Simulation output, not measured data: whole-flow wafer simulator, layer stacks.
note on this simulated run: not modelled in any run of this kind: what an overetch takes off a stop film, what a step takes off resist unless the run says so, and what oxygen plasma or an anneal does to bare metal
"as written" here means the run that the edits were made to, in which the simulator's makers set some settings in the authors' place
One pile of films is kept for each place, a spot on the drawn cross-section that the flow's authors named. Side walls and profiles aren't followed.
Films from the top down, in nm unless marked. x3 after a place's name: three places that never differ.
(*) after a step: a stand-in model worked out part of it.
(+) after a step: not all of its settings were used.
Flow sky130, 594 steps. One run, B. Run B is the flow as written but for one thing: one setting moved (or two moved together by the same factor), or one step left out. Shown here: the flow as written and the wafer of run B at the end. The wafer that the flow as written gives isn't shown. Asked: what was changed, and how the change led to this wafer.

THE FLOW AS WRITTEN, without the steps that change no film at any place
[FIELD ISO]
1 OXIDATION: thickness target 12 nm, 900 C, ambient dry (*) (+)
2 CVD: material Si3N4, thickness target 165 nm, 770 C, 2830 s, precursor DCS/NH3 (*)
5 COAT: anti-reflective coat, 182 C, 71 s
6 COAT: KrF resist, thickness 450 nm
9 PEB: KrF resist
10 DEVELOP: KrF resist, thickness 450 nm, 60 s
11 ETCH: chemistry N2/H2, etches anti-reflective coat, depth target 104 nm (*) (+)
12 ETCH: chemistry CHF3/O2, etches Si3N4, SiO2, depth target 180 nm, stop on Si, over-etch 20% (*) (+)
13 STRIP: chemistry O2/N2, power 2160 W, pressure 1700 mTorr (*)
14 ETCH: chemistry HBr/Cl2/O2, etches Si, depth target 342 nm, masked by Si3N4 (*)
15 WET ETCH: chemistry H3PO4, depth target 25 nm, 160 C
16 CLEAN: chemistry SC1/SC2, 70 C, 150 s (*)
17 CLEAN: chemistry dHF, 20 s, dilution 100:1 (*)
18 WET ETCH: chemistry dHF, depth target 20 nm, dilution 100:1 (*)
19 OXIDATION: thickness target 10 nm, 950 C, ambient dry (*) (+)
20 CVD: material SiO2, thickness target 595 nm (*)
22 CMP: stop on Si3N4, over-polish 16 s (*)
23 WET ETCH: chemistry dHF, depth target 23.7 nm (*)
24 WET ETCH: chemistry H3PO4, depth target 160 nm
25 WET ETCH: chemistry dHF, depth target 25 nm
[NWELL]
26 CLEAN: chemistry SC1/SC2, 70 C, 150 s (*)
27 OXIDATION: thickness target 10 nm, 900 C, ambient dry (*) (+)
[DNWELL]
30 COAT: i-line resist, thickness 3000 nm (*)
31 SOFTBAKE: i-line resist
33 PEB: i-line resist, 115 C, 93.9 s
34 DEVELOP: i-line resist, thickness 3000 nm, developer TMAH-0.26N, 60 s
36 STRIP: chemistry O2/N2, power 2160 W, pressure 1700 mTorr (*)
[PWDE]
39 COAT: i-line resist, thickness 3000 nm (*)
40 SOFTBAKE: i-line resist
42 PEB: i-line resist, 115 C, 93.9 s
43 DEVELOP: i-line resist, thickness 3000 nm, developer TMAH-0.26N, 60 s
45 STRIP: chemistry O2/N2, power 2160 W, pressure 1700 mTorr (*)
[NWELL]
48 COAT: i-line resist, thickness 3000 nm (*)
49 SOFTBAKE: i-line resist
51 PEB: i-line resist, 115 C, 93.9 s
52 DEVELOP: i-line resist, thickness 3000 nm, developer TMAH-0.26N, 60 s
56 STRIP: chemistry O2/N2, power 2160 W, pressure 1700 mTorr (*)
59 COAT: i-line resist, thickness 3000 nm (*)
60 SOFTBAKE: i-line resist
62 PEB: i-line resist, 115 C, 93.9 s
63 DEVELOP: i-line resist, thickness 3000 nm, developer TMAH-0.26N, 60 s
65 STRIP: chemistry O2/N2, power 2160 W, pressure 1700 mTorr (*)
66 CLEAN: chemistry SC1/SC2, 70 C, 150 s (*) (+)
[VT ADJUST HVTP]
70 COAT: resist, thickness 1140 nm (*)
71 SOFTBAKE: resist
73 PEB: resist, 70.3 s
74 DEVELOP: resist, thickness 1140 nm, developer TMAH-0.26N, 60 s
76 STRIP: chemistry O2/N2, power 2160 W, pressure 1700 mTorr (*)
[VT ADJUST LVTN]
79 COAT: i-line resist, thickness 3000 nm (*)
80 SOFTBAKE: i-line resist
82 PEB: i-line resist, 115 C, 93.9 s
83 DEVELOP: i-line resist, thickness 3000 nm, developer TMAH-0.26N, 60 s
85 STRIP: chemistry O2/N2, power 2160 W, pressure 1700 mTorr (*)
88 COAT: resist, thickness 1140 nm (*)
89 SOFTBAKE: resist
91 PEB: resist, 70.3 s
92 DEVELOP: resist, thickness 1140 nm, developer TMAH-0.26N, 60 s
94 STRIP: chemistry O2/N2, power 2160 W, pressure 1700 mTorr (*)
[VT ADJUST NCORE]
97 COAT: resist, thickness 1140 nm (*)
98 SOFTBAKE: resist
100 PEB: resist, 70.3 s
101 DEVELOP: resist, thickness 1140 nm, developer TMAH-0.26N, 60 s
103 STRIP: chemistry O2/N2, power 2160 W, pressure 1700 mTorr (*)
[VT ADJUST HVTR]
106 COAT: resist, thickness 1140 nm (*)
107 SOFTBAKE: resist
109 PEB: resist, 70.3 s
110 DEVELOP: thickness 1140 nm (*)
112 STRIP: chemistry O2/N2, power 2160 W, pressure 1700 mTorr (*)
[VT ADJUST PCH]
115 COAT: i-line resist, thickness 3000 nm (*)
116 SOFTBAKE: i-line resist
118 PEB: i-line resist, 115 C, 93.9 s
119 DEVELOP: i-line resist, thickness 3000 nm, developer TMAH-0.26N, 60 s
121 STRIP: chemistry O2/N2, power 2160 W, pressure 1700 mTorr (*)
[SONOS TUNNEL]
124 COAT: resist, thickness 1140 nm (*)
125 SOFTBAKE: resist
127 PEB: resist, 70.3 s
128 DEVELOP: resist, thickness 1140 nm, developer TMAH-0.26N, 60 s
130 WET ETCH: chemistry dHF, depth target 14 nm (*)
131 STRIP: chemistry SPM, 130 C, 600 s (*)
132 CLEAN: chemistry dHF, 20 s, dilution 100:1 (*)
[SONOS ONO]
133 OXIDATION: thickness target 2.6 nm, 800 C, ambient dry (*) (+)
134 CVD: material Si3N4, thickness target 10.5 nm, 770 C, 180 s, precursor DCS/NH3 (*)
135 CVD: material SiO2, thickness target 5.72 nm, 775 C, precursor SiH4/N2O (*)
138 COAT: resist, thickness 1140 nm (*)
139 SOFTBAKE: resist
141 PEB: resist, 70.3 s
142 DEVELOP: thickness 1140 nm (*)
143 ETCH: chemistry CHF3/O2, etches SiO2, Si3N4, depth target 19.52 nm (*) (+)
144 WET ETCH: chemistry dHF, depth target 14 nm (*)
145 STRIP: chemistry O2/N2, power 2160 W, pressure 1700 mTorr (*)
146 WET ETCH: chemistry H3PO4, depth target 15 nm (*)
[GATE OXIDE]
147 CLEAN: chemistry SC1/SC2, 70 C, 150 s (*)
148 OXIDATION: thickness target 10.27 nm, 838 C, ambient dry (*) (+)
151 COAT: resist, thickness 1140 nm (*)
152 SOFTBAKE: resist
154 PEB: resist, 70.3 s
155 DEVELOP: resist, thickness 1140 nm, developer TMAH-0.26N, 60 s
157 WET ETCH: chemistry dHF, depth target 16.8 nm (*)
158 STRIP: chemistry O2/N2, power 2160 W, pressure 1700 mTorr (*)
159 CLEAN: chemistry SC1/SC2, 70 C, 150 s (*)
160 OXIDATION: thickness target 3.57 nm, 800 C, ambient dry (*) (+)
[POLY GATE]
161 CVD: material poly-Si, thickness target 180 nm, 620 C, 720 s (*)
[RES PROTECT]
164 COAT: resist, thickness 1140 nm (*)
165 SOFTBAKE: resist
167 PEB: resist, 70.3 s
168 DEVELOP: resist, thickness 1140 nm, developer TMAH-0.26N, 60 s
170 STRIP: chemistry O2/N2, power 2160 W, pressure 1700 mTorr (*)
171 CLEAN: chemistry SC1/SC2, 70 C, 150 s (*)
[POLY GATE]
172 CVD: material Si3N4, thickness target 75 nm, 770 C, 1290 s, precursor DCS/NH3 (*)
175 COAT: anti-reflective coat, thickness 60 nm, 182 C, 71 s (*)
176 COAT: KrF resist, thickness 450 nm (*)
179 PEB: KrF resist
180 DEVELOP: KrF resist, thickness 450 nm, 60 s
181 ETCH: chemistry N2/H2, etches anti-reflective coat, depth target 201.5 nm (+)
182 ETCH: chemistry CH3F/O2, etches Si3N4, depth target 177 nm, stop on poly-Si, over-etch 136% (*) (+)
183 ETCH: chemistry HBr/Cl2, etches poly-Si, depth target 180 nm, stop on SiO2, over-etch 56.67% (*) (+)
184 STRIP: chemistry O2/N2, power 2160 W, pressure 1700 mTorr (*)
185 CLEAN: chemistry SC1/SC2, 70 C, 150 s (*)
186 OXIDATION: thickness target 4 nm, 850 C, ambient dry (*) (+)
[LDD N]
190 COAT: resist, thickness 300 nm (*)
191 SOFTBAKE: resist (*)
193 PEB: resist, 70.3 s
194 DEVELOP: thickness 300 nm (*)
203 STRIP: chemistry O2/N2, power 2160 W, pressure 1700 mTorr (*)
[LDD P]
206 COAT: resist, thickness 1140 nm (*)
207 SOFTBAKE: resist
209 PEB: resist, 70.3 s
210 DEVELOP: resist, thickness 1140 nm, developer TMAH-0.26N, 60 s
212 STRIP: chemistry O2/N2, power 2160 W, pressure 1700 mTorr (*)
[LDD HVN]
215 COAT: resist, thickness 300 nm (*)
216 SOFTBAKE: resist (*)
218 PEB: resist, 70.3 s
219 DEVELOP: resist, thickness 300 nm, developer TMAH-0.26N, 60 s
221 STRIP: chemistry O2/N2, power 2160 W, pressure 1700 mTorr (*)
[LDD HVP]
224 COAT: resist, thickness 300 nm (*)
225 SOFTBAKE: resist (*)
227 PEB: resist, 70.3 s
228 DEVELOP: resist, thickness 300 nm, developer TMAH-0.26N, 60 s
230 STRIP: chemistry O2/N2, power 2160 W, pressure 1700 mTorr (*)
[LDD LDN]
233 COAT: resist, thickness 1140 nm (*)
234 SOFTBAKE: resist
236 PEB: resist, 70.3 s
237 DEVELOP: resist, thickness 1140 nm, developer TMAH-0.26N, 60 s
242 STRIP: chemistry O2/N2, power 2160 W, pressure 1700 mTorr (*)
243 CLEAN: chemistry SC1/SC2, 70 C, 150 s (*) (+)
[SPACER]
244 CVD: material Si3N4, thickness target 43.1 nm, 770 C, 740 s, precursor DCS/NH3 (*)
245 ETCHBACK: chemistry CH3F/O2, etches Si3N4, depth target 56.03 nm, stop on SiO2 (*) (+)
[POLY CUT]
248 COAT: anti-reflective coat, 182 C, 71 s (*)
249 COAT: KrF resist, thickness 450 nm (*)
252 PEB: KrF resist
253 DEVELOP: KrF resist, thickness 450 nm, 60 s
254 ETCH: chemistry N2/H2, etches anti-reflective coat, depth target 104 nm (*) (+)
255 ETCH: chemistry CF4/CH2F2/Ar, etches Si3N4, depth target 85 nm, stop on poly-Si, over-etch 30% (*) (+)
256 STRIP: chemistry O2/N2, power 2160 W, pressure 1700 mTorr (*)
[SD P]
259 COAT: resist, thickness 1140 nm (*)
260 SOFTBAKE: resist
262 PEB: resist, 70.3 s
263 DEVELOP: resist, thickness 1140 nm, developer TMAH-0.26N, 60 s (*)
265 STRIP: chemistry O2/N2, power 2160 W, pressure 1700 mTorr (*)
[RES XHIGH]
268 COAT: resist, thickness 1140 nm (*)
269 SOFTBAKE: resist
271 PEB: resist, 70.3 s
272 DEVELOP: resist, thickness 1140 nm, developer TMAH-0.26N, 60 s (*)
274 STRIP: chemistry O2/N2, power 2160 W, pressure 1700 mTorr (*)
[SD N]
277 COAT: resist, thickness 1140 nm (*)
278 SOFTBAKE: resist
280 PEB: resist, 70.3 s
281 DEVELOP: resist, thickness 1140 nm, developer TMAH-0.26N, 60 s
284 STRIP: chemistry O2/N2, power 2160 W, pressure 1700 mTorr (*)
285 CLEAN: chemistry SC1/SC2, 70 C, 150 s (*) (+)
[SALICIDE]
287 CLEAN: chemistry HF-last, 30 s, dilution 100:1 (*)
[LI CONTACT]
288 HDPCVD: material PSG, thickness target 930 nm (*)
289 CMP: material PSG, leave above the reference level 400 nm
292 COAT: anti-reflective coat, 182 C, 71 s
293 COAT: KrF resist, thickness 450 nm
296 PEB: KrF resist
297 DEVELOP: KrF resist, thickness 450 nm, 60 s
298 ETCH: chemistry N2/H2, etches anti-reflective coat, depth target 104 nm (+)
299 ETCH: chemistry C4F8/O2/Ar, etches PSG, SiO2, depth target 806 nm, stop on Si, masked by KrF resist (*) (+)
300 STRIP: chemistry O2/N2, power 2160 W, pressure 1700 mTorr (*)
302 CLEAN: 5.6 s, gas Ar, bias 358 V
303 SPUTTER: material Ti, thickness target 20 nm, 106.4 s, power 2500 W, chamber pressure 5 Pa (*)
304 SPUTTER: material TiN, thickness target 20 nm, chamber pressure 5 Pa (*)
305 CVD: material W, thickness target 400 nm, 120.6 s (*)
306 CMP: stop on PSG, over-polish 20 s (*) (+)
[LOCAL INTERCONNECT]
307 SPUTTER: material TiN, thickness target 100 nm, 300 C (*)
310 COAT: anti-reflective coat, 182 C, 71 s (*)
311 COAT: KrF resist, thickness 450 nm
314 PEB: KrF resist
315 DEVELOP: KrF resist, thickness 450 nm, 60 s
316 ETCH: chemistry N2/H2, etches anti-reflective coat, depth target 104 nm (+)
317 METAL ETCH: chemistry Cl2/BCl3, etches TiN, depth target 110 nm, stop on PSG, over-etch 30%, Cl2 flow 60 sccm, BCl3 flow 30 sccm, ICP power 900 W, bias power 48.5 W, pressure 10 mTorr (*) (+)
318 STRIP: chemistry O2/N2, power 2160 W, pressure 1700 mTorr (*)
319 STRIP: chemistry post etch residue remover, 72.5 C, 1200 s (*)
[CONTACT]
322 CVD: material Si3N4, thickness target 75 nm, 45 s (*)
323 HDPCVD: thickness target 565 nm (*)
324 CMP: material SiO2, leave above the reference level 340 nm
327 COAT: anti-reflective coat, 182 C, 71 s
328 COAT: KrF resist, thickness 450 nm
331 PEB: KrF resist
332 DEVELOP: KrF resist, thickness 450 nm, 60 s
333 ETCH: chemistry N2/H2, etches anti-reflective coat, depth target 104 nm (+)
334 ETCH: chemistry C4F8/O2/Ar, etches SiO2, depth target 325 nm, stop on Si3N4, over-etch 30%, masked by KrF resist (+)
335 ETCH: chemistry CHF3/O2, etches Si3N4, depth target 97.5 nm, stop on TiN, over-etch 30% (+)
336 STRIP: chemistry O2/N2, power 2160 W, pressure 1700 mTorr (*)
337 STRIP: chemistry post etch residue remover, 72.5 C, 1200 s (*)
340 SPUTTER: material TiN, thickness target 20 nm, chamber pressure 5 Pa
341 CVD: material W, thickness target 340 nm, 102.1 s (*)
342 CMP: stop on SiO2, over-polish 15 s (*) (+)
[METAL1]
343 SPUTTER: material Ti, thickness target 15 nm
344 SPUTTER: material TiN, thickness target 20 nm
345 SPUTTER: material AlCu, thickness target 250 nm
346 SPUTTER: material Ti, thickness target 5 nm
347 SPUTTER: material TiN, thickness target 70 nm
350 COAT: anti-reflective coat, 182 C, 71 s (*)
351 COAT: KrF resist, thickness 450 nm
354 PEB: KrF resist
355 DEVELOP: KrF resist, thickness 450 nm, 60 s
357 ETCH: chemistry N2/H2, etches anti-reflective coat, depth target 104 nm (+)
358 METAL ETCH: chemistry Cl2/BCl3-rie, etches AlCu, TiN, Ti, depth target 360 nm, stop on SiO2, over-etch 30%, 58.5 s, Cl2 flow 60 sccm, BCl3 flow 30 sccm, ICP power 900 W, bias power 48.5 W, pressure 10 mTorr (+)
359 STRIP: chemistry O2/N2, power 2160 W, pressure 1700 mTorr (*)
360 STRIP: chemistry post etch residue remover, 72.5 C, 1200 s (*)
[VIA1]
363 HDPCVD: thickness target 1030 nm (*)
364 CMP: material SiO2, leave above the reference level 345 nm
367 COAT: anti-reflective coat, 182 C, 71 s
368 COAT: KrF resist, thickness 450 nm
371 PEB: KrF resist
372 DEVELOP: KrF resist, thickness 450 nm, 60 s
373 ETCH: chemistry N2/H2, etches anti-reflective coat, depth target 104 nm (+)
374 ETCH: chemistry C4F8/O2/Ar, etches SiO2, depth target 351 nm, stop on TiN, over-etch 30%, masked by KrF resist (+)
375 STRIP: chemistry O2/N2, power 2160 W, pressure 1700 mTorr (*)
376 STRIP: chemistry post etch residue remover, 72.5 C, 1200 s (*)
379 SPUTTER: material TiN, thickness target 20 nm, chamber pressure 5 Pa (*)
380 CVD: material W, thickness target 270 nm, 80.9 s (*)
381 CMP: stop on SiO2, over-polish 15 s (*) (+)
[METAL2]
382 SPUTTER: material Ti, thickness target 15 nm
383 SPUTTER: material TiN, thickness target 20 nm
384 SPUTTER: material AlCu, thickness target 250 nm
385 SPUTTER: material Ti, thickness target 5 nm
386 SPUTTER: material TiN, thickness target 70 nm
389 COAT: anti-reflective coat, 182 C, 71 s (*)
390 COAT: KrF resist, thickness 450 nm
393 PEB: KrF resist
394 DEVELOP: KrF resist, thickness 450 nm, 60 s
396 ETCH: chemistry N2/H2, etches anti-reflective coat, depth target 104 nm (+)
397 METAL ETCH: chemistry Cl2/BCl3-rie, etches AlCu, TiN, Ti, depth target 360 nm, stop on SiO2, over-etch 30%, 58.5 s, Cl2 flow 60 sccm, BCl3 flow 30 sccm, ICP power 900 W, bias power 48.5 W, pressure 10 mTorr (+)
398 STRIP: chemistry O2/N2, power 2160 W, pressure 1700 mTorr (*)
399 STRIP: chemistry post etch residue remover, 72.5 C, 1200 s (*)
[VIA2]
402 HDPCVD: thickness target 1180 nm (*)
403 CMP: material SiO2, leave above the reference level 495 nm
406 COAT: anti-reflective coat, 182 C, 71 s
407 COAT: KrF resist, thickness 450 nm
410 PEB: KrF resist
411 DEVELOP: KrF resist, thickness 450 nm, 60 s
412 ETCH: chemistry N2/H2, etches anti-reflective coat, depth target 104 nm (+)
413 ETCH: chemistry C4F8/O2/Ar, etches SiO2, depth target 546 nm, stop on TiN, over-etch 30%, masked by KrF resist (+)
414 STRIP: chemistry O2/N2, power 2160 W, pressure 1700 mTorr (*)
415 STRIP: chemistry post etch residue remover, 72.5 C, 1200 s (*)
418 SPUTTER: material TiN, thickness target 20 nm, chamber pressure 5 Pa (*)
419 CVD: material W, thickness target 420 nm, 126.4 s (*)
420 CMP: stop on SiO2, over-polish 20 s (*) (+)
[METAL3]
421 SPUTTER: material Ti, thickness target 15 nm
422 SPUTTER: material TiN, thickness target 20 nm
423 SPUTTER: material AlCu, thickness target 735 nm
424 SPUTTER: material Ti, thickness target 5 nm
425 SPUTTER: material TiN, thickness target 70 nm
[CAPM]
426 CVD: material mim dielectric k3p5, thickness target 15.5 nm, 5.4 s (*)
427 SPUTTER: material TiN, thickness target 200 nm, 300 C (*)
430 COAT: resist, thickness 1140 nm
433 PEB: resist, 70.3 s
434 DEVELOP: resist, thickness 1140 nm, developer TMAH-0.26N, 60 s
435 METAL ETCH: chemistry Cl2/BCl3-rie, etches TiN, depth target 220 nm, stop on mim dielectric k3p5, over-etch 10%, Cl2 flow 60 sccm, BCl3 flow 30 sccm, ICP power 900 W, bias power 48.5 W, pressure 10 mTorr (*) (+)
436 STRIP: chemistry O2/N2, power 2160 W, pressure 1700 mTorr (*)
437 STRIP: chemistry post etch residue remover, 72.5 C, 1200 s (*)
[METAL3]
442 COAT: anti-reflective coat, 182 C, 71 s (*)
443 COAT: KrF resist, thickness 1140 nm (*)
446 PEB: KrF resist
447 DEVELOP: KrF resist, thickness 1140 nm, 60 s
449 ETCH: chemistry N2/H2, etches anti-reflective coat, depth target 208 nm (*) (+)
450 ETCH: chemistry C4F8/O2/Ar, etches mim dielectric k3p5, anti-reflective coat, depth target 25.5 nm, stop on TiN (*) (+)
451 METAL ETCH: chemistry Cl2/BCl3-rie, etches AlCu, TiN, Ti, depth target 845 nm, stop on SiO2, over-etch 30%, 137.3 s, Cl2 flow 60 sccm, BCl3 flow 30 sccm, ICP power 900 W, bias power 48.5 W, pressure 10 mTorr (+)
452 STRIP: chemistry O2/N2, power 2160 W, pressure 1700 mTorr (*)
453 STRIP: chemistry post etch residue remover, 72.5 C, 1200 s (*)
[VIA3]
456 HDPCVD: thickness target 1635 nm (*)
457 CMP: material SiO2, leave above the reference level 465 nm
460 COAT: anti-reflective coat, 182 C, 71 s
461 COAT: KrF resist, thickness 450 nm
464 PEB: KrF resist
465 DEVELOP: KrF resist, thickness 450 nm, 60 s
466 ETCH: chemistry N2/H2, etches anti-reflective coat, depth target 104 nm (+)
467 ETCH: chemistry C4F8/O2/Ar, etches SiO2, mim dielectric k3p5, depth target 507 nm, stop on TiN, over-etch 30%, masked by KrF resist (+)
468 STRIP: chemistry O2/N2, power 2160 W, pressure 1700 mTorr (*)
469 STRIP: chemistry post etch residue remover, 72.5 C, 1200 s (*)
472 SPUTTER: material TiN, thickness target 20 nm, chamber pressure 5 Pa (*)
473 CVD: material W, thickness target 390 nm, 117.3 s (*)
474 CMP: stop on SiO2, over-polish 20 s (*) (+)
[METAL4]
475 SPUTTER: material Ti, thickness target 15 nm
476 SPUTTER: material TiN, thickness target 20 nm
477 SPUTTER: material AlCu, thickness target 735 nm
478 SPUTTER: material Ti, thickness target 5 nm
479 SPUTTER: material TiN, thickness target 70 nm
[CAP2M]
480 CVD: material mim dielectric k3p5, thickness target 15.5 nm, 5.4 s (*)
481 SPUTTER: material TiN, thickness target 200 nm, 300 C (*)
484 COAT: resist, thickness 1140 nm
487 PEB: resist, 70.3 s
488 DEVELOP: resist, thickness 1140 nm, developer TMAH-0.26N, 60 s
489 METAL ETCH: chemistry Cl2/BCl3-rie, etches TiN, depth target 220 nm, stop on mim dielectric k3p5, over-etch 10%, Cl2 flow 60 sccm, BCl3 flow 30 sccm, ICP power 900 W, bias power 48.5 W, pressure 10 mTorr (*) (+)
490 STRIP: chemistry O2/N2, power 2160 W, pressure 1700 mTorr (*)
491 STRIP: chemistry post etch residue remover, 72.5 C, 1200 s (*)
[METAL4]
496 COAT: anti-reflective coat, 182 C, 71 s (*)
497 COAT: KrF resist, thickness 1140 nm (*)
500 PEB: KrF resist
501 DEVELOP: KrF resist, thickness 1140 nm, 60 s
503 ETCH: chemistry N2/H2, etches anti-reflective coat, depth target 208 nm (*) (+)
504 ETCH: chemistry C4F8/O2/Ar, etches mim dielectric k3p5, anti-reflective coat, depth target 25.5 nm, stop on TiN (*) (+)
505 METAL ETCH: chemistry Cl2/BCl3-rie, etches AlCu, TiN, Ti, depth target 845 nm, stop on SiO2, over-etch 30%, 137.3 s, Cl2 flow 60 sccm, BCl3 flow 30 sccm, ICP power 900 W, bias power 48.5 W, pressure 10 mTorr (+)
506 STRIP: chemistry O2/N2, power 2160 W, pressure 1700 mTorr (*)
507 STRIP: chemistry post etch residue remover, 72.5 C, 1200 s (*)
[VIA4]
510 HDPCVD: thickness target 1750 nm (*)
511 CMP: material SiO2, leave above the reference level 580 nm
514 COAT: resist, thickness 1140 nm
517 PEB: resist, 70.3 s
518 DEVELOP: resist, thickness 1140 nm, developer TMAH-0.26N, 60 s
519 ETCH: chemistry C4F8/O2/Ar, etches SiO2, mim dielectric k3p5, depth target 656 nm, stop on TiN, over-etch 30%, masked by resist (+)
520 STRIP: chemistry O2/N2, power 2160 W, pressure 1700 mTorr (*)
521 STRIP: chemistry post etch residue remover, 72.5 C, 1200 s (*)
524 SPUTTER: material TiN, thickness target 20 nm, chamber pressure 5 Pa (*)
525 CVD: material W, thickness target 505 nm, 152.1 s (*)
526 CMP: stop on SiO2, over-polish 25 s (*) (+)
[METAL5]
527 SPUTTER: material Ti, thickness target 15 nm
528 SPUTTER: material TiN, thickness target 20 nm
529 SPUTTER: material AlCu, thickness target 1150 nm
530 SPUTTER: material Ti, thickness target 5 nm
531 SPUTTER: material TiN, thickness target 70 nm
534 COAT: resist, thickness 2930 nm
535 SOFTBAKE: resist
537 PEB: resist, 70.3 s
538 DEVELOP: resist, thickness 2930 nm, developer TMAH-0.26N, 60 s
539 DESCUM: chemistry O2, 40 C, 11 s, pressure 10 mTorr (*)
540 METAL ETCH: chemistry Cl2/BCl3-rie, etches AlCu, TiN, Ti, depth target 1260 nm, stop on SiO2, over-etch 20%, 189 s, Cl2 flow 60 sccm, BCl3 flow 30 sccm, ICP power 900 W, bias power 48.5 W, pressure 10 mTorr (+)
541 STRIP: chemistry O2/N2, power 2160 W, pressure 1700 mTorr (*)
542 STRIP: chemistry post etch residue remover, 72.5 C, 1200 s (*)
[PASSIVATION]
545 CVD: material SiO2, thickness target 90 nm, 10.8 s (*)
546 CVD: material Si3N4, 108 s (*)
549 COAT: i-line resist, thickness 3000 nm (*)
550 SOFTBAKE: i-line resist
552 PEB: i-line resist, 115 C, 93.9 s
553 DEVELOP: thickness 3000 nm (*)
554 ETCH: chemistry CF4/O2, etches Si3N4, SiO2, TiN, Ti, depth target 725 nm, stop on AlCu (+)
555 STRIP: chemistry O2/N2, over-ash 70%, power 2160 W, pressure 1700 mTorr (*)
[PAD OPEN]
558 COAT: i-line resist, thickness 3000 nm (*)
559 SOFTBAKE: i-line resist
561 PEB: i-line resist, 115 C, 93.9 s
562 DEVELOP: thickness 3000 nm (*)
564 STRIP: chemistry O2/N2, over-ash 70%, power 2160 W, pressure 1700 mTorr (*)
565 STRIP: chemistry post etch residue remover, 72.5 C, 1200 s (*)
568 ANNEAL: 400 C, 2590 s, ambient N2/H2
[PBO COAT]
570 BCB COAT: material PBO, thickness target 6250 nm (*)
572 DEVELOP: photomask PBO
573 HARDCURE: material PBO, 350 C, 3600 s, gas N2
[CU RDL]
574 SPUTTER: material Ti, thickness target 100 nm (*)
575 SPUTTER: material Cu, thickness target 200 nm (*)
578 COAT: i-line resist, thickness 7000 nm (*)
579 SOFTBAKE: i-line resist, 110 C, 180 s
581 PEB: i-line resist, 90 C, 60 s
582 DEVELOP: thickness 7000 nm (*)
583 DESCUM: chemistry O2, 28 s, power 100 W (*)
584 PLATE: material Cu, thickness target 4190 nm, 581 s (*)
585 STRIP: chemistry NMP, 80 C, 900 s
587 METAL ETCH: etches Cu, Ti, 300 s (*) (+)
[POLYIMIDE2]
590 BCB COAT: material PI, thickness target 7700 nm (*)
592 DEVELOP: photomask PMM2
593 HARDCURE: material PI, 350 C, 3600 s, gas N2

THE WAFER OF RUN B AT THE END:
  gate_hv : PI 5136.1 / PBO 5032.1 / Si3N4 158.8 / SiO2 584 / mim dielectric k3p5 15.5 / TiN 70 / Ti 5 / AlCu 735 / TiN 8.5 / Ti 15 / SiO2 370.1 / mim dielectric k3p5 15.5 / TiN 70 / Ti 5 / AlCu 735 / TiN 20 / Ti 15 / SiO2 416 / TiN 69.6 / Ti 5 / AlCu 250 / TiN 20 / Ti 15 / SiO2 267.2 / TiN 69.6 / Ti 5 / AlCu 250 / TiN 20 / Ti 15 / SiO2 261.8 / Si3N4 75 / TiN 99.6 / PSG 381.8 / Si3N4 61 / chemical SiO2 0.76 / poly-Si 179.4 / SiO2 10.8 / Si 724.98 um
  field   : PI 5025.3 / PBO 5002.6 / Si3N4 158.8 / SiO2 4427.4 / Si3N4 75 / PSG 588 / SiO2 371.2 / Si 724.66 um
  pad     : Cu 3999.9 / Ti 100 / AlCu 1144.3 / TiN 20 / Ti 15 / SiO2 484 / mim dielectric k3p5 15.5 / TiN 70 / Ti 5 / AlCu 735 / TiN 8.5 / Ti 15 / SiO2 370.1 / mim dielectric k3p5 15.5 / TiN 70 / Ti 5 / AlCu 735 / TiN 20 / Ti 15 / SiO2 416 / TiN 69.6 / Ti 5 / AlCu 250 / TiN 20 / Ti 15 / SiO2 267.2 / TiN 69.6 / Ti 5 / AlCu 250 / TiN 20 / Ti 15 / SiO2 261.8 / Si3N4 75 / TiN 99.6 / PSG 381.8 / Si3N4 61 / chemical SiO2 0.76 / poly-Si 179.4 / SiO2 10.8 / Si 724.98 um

The cause: step 476, SPUTTER: thickness target 8.5 nm was run, where the flow has thickness target 20 nm.
It can be read off the wafer: gate_hv has TiN 8.5, and step 476 as written asks for 20 nm.

How the change led to this, step by step:
  476 SPUTTER: material TiN, thickness target 20 nm
      field, active, n_well and 189 more: TiN +8.5 (new film) (as written it would be: TiN +20 (new film))
  505 METAL ETCH: chemistry Cl2/BCl3-rie, etches AlCu, TiN, Ti, depth target 845 nm, stop on SiO2, over-etch 30%, 137.3 s, Cl2 flow 60 sccm, BCl3 flow 30 sccm, ICP power 900 W, bias power 48.5 W, pressure 10 mTorr (+)
      field, gate, spacer and 68 more: TiN -70 (all of it), Ti -5 (all of it), AlCu -735 (all of it), TiN -8.5 (all of it), Ti -15 (all of it), SiO2 -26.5 (as written it would be: TiN -70 (all of it), Ti -5 (all of it), AlCu -735 (all of it), TiN -20 (all of it), Ti -15 (all of it), SiO2 -25.4)
      active, vpp_iso1, mim_edge_plate and 14 more: TiN -70 (all of it), Ti -5 (all of it), AlCu -735 (all of it), TiN -8.5 (all of it), Ti -15 (all of it), SiO2 -26.5 (as written it would be: TiN -70 (all of it), Ti -5 (all of it), AlCu -735 (all of it), TiN -20 (all of it), Ti -15 (all of it), SiO2 -25.3)
  511 CMP: material SiO2, leave above the reference level 580 nm
      field, active, gate and 77 more: SiO2 -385 (as written it would be: SiO2 -374.7)
      iso_guard__w1, mim_edge_gap, vpp_l1ln, vpp_m3ln, rpm_encl, via2_enc, rpm_encl_psd, iso_guard_nsd_tip: SiO2 -385 (as written it would be: SiO2 -374.6)
